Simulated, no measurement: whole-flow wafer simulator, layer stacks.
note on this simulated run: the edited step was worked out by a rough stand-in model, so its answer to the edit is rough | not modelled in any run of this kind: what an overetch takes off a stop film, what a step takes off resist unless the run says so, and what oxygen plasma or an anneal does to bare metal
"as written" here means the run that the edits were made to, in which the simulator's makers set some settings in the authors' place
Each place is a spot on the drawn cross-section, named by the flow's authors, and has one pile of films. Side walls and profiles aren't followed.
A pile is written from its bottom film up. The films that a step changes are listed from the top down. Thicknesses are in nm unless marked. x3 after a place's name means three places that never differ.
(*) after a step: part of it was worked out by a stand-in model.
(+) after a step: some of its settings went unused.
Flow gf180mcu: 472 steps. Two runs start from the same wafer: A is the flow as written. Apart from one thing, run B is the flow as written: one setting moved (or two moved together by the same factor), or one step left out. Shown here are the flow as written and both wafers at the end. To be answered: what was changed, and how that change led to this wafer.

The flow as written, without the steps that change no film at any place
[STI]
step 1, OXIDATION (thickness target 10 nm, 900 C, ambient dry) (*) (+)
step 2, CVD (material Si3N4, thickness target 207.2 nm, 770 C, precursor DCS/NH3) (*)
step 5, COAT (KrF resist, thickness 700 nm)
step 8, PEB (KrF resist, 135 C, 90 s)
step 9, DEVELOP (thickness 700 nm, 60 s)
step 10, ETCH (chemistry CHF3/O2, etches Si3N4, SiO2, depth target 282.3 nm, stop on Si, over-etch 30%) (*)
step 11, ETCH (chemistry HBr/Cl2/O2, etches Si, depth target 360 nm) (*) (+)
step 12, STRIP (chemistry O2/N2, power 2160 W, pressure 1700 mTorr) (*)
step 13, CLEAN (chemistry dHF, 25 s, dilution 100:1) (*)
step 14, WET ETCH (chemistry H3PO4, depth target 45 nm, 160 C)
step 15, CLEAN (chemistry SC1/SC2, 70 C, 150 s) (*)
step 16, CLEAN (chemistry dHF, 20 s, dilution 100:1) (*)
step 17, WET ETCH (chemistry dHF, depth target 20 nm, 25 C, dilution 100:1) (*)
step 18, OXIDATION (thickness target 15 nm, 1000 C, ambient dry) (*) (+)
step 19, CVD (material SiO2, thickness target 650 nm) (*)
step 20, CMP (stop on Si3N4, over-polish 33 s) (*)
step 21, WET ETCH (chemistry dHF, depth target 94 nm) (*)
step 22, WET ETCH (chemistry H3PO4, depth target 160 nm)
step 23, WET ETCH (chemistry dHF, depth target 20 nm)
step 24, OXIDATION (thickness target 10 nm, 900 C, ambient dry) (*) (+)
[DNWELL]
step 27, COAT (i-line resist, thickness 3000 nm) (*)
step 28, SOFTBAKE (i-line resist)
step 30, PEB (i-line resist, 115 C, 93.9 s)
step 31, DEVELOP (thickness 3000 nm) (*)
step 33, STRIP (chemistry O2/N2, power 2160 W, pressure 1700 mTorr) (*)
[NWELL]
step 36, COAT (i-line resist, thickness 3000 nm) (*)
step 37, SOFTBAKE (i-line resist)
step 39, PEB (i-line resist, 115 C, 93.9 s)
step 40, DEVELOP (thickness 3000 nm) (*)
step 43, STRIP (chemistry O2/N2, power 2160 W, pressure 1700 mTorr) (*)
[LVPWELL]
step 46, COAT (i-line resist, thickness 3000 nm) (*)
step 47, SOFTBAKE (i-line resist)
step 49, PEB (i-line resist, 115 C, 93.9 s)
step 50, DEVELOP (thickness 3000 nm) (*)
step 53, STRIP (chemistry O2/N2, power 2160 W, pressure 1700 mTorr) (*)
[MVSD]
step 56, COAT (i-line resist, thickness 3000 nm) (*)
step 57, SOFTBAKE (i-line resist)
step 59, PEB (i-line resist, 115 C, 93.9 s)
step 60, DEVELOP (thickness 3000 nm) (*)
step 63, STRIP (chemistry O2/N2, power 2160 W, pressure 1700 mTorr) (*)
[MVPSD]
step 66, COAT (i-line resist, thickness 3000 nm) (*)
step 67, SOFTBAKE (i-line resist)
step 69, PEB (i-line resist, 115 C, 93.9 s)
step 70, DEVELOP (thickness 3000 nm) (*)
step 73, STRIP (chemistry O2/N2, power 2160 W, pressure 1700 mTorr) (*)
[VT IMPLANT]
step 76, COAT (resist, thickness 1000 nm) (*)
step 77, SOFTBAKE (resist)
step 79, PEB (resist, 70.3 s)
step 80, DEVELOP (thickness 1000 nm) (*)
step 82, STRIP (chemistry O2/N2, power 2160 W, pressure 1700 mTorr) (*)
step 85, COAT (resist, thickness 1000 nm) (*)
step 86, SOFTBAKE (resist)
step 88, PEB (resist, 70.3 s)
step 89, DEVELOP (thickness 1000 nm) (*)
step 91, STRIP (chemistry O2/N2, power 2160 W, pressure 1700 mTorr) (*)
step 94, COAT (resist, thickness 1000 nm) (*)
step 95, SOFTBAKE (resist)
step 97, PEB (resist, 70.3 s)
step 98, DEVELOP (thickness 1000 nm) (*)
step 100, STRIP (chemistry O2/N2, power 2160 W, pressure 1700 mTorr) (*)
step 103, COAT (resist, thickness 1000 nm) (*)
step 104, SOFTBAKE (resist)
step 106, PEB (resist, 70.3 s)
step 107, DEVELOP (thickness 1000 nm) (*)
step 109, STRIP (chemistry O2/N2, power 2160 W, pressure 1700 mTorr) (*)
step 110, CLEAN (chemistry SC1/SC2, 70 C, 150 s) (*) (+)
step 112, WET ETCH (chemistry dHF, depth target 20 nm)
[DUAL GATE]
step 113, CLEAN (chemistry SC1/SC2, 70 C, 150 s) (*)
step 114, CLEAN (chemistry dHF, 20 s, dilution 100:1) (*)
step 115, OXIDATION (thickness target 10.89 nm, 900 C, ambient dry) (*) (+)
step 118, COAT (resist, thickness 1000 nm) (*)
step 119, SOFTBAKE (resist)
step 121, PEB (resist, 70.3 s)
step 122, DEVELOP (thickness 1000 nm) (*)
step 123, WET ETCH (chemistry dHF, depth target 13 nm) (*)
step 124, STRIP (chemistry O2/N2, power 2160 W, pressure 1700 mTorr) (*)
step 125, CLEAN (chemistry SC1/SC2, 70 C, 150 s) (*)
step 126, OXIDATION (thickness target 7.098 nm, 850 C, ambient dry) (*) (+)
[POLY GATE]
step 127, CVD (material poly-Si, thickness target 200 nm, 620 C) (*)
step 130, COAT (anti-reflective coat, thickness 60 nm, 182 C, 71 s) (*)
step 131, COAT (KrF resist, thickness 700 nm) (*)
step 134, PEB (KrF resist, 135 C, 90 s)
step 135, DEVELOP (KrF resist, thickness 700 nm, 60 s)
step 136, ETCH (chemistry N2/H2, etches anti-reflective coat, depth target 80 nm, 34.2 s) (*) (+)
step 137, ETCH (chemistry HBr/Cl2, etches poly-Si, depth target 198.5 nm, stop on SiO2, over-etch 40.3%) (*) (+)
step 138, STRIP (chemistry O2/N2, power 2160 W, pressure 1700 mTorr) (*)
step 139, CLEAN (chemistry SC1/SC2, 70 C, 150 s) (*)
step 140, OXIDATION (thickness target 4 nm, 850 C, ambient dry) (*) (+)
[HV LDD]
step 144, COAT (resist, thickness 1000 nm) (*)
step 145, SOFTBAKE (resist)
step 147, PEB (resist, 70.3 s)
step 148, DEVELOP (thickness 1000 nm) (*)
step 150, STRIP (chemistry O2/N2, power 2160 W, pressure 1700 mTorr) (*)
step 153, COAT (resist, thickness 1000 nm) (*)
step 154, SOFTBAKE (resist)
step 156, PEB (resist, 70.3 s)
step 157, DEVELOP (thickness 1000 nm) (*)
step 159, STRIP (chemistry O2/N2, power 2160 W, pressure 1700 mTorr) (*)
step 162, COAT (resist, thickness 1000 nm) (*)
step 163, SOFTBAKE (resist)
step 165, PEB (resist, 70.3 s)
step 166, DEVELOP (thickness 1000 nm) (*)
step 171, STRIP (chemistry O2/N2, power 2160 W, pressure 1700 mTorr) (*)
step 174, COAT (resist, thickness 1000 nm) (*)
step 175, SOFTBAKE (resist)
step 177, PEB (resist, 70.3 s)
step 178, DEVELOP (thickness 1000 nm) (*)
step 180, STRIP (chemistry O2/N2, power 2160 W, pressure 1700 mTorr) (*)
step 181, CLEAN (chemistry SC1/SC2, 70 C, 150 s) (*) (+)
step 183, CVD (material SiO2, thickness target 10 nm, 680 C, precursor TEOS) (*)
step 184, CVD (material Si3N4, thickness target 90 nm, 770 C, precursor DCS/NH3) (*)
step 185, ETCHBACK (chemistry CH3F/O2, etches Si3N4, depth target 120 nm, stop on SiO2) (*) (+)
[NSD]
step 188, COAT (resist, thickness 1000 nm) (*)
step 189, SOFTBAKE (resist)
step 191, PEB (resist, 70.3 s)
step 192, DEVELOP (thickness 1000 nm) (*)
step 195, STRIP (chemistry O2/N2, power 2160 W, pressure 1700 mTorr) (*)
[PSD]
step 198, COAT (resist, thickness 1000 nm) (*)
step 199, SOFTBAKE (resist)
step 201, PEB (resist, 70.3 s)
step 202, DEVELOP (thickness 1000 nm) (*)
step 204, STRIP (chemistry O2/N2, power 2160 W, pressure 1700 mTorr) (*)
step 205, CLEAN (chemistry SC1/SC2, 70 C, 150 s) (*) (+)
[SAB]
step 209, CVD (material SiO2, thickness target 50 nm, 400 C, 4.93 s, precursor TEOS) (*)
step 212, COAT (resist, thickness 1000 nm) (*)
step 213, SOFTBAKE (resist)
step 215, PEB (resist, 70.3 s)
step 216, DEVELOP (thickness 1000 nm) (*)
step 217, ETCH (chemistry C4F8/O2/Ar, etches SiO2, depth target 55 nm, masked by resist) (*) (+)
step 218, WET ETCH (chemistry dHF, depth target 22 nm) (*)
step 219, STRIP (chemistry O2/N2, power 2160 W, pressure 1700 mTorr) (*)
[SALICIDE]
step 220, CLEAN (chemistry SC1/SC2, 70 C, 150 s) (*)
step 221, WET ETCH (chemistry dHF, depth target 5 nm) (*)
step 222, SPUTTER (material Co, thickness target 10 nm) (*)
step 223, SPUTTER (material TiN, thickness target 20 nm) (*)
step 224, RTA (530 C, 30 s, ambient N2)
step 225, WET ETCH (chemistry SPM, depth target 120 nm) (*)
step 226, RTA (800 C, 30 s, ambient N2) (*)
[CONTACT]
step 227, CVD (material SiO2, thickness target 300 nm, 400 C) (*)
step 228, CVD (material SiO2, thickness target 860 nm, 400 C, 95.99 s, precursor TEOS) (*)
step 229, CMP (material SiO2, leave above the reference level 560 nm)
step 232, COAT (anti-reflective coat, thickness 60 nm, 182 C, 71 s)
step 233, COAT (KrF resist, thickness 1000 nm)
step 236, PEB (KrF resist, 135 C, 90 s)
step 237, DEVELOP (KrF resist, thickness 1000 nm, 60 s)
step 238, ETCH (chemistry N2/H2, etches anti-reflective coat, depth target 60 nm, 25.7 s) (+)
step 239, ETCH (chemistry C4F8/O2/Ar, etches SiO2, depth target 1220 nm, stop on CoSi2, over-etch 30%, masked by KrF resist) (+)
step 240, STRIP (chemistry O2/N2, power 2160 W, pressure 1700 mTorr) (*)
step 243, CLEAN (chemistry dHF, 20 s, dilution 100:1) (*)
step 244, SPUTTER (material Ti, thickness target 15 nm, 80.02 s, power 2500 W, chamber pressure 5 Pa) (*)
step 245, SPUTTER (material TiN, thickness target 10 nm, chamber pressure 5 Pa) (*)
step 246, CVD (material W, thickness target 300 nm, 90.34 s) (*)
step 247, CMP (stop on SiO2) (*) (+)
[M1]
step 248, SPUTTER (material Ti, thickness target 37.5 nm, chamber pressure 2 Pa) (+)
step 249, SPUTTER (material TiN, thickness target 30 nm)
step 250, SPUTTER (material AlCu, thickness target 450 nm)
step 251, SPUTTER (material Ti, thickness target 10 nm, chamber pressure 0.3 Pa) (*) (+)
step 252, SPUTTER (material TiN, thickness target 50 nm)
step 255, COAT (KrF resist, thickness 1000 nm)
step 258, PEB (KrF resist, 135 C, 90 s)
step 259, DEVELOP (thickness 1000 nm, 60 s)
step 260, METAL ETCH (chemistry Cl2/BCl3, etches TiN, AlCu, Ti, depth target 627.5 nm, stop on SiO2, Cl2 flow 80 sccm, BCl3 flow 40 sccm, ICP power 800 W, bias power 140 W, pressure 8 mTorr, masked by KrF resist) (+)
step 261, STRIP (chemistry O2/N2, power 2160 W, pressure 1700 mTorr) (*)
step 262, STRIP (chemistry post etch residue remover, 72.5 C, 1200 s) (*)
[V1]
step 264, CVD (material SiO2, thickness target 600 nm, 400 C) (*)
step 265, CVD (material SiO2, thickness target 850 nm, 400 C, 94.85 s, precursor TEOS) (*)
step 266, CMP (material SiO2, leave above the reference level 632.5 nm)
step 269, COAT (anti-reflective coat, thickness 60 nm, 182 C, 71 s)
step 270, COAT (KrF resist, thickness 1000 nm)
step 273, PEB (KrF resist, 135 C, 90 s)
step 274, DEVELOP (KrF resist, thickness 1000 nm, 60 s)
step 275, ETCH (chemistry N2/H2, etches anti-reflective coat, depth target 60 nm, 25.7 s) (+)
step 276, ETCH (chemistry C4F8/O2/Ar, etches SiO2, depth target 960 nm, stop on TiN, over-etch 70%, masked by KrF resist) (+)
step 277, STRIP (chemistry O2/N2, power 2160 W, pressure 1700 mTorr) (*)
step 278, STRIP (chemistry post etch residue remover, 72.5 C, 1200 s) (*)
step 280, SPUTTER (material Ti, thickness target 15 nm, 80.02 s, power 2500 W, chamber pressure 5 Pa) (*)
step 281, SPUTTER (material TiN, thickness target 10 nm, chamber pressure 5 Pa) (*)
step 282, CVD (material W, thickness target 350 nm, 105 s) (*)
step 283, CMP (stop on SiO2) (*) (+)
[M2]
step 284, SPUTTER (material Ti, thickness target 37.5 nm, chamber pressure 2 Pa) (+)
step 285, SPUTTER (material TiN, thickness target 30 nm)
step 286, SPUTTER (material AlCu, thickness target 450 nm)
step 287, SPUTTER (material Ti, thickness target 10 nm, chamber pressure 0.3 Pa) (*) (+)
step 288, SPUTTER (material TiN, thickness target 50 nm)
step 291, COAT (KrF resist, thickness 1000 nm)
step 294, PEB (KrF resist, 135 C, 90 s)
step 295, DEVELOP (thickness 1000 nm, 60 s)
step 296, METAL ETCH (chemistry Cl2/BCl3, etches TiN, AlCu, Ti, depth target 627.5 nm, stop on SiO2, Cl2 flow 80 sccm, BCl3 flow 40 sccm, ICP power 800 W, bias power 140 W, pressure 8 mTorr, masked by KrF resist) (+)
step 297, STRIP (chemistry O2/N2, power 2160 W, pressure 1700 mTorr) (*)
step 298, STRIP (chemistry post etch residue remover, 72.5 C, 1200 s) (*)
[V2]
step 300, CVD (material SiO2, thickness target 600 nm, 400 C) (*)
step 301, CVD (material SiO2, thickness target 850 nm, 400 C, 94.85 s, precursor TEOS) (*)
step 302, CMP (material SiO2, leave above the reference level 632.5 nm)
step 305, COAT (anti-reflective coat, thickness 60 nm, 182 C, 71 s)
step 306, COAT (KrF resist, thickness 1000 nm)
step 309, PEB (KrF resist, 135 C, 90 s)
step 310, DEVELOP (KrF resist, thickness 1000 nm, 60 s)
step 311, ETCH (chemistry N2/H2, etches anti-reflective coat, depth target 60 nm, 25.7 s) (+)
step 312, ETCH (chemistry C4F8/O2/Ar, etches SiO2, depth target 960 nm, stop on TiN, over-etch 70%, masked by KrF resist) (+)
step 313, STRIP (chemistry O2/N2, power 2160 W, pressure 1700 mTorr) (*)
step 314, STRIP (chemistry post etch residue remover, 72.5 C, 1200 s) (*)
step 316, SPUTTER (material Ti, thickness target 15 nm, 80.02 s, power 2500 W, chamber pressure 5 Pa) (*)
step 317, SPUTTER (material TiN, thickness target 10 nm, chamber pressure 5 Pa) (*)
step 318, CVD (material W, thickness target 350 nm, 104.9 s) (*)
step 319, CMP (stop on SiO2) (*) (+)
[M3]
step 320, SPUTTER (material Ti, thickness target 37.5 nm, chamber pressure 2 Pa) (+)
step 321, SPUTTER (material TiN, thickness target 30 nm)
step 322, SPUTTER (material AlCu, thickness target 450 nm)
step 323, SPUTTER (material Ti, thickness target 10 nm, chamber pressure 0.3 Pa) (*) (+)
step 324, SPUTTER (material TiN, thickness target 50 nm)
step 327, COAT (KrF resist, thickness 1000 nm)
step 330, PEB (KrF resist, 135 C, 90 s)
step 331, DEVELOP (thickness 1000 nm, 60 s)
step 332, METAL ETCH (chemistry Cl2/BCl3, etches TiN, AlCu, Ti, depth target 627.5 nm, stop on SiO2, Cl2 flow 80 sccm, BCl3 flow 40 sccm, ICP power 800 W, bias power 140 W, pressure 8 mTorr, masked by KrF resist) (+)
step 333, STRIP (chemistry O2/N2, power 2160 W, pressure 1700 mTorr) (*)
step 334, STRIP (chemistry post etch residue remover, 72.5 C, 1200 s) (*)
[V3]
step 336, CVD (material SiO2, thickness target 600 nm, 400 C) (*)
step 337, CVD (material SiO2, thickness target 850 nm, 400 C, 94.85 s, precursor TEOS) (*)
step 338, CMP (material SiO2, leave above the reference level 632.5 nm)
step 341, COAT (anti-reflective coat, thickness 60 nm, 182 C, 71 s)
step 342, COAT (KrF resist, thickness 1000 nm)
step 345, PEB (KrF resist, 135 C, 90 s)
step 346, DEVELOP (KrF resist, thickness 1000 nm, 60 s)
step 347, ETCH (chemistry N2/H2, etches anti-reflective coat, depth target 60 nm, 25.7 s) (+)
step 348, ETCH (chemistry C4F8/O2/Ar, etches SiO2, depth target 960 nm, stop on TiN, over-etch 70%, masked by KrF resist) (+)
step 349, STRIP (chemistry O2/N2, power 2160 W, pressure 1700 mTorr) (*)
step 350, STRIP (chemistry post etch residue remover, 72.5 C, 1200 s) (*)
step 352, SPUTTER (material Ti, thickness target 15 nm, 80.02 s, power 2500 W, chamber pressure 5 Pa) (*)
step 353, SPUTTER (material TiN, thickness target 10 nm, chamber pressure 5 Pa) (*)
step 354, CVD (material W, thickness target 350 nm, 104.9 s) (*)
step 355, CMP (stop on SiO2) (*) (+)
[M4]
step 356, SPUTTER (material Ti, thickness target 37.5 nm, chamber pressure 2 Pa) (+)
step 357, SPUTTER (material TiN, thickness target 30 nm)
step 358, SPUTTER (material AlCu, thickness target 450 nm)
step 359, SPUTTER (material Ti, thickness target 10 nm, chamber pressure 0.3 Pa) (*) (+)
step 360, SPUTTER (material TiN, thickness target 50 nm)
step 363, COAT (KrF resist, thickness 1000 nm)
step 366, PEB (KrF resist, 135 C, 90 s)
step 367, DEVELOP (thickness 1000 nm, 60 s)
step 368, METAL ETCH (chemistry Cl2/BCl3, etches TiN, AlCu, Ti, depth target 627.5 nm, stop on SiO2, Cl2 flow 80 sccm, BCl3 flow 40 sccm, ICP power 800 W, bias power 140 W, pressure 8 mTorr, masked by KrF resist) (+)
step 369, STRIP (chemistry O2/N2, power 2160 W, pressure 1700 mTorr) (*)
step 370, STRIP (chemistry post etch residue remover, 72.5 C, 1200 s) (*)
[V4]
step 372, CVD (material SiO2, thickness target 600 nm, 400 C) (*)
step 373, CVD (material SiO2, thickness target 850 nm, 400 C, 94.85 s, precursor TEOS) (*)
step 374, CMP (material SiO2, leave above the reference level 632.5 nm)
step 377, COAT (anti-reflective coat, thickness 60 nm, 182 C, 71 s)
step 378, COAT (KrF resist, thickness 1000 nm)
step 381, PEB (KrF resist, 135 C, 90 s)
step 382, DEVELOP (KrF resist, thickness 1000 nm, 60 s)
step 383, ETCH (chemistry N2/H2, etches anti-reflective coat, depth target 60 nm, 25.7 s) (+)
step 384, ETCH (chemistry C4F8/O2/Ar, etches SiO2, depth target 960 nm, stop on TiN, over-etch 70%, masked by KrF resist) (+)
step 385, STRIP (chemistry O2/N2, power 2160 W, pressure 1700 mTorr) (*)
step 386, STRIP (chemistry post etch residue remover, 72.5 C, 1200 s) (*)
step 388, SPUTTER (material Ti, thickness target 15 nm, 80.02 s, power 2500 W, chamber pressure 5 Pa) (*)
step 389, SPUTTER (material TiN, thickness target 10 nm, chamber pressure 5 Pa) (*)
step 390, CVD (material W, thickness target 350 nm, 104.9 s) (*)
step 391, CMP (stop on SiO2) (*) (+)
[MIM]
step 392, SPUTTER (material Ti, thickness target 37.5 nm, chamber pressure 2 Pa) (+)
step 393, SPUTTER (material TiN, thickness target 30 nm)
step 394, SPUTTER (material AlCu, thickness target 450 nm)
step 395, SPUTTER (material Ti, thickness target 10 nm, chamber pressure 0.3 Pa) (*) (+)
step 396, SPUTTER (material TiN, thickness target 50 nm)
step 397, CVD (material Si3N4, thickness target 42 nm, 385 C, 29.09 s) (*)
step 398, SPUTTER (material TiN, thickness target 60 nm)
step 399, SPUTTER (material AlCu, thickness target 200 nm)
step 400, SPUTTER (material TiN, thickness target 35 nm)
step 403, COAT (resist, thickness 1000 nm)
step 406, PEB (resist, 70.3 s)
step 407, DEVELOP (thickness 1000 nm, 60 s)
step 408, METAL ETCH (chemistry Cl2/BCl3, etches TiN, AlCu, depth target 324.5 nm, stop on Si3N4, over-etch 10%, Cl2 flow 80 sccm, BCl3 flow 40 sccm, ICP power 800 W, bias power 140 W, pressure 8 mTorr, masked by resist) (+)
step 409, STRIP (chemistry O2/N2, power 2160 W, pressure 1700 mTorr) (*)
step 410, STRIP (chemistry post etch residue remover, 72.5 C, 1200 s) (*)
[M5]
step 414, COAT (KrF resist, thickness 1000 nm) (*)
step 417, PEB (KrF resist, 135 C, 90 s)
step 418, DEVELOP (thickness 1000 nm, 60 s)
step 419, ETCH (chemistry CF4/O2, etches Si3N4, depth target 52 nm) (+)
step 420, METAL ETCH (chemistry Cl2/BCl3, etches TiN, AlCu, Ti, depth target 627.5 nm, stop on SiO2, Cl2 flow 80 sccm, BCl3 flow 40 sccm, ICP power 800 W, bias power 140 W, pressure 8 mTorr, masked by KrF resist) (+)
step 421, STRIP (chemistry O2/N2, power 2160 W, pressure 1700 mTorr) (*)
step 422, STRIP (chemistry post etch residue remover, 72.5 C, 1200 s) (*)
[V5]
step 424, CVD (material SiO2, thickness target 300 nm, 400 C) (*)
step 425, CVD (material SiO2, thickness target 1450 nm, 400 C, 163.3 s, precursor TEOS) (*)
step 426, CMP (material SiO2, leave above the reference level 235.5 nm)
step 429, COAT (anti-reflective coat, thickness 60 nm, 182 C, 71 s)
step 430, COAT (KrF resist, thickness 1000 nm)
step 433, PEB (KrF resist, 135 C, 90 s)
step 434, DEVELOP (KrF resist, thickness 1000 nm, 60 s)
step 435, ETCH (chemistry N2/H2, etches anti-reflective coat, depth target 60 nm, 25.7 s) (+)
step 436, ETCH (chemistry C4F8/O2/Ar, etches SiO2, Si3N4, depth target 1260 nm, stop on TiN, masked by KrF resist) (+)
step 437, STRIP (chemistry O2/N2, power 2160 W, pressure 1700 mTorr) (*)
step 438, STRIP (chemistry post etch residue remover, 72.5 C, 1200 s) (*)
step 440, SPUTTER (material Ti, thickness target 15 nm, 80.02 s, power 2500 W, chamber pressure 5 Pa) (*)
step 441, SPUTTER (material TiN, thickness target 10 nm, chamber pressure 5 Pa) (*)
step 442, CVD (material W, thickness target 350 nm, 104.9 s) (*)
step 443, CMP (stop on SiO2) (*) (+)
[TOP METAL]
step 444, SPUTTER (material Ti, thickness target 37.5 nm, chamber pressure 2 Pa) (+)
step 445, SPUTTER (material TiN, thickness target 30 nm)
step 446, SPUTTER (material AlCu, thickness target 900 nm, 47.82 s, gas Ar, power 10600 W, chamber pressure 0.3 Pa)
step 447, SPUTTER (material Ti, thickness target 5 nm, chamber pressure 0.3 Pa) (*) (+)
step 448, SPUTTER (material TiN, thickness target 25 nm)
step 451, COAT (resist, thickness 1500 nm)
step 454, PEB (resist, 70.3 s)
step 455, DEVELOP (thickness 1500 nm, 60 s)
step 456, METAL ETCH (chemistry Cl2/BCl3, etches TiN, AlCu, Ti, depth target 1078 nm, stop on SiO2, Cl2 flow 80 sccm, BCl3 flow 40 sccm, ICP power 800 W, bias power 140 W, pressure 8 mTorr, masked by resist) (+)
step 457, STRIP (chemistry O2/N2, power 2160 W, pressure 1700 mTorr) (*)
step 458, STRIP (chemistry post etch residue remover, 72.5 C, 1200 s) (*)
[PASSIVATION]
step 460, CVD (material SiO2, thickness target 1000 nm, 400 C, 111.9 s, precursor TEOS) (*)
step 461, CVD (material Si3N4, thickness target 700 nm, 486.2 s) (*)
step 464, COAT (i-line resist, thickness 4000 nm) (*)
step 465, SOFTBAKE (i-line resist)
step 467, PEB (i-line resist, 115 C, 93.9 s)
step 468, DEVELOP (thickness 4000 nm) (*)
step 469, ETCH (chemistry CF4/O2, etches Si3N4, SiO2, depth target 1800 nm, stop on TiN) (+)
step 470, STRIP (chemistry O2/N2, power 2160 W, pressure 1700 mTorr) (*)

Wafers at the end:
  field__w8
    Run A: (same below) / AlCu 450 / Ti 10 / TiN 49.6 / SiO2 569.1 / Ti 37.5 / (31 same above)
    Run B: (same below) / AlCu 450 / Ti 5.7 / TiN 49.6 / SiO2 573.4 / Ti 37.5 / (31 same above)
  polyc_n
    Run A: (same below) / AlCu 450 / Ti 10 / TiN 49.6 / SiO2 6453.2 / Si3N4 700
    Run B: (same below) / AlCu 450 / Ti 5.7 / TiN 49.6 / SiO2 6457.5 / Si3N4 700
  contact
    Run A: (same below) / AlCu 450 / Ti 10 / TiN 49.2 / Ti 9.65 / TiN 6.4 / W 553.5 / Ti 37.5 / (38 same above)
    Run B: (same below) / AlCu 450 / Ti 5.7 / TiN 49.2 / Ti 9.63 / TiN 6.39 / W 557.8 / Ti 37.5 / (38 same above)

Cause: step 251, SPUTTER: thickness target 5.7 nm was run, whereas the flow has thickness target 10 nm.
The wafer itself shows it: field__w8 has Ti 5.7, and step 251 as written asks for 10 nm.

The path from the change to this, step by step:
  step 251, SPUTTER (material Ti, thickness target 10 nm, chamber pressure 0.3 Pa) (*) (+)
      field, field__w1, field__w2 and 108 more: A Ti gains 10 (new film) | B Ti gains 5.7 (new film)
  step 260, METAL ETCH (chemistry Cl2/BCl3, etches TiN, AlCu, Ti, depth target 627.5 nm, stop on SiO2, Cl2 flow 80 sccm, BCl3 flow 40 sccm, ICP power 800 W, bias power 140 W, pressure 8 mTorr, masked by KrF resist) (+)
      field, field__w1, field__w2 and 99 more: A TiN loses 50 (all of it), Ti loses 10 (all of it), AlCu loses 450 (all of it), TiN loses 30 (all of it), Ti loses 37.5 (all of it) | B TiN loses 50 (all of it), Ti loses 5.7 (all of it), AlCu loses 450 (all of it), TiN loses 30 (all of it), Ti loses 37.5 (all of it)
